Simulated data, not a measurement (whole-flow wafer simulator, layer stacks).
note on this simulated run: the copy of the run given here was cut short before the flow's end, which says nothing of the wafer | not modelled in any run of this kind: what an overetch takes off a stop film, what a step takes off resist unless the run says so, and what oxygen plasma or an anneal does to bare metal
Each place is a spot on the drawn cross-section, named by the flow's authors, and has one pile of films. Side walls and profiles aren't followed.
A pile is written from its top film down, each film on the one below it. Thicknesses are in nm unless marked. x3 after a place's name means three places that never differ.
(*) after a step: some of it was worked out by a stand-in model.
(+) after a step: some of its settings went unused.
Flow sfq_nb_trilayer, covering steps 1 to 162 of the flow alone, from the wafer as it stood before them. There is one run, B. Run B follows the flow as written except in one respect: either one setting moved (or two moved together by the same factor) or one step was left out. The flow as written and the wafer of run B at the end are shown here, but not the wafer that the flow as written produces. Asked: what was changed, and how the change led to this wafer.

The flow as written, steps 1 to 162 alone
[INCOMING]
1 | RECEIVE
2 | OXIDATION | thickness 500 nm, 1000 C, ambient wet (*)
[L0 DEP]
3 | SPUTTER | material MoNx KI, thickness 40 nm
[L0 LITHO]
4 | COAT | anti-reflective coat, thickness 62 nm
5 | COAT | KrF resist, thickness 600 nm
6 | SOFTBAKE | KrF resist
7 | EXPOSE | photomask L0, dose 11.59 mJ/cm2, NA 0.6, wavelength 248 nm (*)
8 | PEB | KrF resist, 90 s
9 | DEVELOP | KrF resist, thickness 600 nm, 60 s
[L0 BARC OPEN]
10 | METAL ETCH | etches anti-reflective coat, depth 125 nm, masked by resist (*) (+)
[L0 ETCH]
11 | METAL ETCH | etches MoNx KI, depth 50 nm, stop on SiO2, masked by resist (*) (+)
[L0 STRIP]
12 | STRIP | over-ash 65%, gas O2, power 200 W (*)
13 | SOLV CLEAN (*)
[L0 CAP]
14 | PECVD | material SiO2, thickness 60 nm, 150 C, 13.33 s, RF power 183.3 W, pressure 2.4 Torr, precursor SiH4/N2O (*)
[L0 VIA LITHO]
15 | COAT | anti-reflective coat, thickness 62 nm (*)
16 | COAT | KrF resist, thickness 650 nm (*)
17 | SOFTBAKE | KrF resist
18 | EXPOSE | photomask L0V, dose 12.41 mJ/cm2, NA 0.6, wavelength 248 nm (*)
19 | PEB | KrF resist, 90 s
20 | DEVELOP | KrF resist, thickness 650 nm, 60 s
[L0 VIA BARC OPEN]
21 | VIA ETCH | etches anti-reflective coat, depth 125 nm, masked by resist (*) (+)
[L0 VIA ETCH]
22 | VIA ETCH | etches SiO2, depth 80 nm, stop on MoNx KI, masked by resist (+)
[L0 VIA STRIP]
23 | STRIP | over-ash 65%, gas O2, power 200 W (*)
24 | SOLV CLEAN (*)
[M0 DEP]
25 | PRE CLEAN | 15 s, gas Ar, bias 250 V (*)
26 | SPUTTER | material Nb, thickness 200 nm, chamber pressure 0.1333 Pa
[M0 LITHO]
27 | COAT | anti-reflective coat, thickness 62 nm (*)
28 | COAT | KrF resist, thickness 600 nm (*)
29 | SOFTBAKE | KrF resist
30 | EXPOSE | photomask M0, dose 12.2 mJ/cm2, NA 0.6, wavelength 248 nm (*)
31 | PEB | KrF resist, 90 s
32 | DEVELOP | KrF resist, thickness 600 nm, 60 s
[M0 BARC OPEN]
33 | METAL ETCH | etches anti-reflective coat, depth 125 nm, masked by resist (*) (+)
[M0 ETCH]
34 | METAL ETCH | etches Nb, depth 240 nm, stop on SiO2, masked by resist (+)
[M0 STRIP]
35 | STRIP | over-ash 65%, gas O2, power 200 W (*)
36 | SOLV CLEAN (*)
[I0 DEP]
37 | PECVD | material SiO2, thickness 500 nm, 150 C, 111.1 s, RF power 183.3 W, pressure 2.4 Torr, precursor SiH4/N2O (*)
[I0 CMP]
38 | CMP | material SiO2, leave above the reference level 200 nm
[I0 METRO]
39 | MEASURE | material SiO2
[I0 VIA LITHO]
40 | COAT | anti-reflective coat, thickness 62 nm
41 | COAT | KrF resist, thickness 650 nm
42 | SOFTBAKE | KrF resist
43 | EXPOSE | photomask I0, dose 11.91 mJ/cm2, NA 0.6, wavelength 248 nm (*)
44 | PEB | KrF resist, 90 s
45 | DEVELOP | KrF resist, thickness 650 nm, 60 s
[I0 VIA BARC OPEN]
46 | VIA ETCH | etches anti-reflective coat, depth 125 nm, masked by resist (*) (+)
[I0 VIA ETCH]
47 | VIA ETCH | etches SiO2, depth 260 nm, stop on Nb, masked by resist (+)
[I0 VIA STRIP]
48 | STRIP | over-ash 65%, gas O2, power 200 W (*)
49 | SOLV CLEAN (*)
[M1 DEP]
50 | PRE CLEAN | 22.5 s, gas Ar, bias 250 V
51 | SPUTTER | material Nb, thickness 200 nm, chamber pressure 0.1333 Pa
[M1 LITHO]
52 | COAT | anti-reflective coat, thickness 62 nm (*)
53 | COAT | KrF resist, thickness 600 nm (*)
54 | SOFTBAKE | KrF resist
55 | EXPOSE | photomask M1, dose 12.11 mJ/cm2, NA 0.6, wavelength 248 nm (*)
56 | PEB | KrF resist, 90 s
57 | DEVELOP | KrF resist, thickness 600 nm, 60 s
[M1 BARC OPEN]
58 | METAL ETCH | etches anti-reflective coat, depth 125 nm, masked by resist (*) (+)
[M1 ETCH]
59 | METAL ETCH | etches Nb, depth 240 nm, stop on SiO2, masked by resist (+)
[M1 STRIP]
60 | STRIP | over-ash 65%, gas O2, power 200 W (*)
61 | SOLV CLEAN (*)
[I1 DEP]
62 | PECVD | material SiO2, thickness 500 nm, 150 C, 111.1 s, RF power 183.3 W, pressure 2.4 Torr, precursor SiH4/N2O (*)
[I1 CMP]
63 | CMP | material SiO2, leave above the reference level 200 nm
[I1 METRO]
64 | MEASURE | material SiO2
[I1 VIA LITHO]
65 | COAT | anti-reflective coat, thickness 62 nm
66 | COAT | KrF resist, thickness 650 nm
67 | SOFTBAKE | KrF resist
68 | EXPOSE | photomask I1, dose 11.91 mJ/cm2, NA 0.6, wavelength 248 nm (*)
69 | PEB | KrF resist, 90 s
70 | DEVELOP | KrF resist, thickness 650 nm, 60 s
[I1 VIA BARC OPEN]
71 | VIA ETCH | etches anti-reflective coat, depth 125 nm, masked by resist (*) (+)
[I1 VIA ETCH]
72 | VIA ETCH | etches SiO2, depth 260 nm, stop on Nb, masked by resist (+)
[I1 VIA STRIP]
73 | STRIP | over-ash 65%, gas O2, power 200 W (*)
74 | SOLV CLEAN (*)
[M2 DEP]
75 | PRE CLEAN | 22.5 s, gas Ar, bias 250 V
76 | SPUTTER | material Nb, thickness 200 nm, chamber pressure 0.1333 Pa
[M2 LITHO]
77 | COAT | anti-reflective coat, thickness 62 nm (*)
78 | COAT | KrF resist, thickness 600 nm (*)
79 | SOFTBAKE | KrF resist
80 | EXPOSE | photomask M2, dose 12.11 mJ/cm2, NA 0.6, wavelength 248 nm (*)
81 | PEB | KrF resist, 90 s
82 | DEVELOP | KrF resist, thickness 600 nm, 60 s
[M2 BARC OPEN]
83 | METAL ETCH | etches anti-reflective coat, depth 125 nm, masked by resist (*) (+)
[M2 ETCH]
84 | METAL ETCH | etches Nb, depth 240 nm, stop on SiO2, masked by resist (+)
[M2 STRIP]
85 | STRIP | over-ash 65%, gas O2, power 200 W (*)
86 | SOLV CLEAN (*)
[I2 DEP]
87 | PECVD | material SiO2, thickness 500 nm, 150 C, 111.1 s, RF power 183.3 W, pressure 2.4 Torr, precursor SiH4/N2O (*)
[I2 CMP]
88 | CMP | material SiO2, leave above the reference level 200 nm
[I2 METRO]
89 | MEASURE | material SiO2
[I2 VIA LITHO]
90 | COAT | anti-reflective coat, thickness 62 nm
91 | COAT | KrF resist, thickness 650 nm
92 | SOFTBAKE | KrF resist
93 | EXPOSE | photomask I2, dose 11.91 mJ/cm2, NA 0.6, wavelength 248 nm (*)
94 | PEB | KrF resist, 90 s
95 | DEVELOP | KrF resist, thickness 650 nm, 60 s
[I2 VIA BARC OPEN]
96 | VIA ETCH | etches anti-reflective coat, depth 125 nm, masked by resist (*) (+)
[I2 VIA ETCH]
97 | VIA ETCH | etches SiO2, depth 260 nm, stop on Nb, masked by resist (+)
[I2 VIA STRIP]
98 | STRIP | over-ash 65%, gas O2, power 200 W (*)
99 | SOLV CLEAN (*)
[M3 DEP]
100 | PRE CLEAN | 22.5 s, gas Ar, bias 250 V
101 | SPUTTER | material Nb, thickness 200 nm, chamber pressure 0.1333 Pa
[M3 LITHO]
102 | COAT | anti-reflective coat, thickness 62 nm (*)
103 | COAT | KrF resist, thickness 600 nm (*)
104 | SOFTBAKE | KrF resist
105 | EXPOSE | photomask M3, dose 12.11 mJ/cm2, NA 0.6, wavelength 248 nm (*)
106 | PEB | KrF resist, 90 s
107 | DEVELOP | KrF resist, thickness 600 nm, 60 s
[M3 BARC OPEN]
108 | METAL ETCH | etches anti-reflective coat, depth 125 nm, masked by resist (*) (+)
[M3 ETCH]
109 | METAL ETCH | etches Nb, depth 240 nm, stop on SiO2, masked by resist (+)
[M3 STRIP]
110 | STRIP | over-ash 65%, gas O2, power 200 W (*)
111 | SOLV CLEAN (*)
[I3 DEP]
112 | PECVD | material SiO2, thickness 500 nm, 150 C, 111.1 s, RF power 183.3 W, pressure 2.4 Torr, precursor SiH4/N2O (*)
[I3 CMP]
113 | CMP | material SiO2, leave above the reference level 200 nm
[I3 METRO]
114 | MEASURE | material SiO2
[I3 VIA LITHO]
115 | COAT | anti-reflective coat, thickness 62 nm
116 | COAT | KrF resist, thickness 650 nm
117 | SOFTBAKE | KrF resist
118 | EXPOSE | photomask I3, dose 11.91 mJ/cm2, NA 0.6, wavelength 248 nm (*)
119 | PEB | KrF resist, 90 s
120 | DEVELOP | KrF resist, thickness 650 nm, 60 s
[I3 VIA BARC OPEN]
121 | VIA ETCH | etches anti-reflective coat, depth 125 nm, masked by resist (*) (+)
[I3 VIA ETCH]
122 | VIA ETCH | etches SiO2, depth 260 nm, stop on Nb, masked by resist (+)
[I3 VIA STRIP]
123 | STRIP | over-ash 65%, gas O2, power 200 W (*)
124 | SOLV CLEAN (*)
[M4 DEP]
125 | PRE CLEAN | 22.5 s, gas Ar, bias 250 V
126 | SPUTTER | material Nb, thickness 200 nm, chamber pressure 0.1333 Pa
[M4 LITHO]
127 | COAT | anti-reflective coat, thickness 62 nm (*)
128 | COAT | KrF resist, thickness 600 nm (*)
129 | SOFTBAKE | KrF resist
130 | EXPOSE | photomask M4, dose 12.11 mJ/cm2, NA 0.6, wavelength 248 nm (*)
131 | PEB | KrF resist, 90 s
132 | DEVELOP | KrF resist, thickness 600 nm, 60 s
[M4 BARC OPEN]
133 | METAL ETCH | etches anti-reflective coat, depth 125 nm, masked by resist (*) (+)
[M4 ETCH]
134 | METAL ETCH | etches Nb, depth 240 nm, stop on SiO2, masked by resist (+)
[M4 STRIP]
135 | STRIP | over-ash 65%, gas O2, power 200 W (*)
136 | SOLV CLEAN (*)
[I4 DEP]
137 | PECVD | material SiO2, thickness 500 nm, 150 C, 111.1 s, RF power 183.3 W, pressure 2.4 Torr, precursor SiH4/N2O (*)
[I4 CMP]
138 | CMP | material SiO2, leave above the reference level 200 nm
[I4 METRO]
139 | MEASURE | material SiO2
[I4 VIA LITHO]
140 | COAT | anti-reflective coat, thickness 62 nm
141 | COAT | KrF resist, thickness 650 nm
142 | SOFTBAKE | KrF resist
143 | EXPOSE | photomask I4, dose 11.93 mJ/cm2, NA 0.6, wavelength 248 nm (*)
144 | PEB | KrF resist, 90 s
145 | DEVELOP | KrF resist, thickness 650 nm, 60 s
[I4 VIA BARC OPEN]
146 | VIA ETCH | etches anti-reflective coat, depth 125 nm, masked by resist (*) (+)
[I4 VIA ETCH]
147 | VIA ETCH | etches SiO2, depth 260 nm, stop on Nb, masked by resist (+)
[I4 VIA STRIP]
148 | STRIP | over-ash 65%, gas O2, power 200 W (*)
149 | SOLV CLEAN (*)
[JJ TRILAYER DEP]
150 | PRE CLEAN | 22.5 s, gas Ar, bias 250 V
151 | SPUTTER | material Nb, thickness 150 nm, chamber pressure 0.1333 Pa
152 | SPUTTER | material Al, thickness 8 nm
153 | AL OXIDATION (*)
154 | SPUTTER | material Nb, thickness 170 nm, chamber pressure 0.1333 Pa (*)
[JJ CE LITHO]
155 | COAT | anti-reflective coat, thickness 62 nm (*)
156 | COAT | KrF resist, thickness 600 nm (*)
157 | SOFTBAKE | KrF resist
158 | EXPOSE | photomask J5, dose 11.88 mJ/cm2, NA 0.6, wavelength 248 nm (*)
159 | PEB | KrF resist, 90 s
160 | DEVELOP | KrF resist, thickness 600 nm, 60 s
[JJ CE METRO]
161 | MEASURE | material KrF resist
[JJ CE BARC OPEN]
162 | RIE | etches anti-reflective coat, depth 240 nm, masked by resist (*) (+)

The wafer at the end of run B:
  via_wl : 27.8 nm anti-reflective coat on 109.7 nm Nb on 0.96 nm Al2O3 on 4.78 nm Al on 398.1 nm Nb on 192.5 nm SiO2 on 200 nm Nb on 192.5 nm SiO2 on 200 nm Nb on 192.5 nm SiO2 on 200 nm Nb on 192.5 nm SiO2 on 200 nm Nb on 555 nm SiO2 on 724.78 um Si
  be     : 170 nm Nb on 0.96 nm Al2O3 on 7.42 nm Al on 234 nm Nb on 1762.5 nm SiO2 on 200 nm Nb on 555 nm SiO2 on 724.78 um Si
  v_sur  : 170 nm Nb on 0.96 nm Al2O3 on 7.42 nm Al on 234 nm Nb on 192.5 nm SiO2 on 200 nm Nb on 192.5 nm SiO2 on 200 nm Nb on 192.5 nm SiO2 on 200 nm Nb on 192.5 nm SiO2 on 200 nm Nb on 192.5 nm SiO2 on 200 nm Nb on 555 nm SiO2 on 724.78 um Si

The reason: step 151, SPUTTER: thickness 234 nm was run, while the flow as written has thickness 150 nm.
The wafer itself shows it: be has Nb 234, and step 151 as written asks for 150 nm.

Step by step, how the change led to this:
  151 | SPUTTER | material Nb, thickness 150 nm, chamber pressure 0.1333 Pa
      field_l, v_sur, via_sp and 100 more: +234 Nb (new film) (as written it would have been: +150 Nb (new film))
      via_wl, via_w, via_wr: +204.5 Nb (as written it would have been: +130.4 Nb)
  154 | SPUTTER | material Nb, thickness 170 nm, chamber pressure 0.1333 Pa (*)
      via_wl, via_wr: +109.7 Nb (new film) (as written it would have been: +140.7 Nb (new film))
      via_w: +155.2 Nb (new film) (as written it would have been: +141 Nb (new film))
  155 | COAT | anti-reflective coat, thickness 62 nm (*)
      via_wl, via_wr: +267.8 anti-reflective coat (new film) (as written it would have been: +209.4 anti-reflective coat (new film))
      via_w: +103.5 anti-reflective coat (new film) (as written it would have been: +97.4 anti-reflective coat (new film))
  156 | COAT | KrF resist, thickness 600 nm (*)
      via_wl: +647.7 KrF resist (new film) (as written it would have been: +663 KrF resist (new film))
      via_wr: +647.9 KrF resist (new film) (as written it would have been: +663.2 KrF resist (new film))
  160 | DEVELOP | KrF resist, thickness 600 nm, 60 s
      via_wl: -646.3 KrF resist (all of it) (as written it would have been: -661.6 KrF resist (all of it))
      via_wr: -646.5 KrF resist (all of it) (as written it would have been: -661.8 KrF resist (all of it))
  162 | RIE | etches anti-reflective coat, depth 240 nm, masked by resist (*) (+)
      via_wl, via_wr: -240 anti-reflective coat (as written it would have been: -209.4 anti-reflective coat (all of it))
      ce_l, c5j, ce_r, wl_jj: -240 KrF resist (as written it would have been: -209.4 KrF resist)
      (as well as at 1 more place)
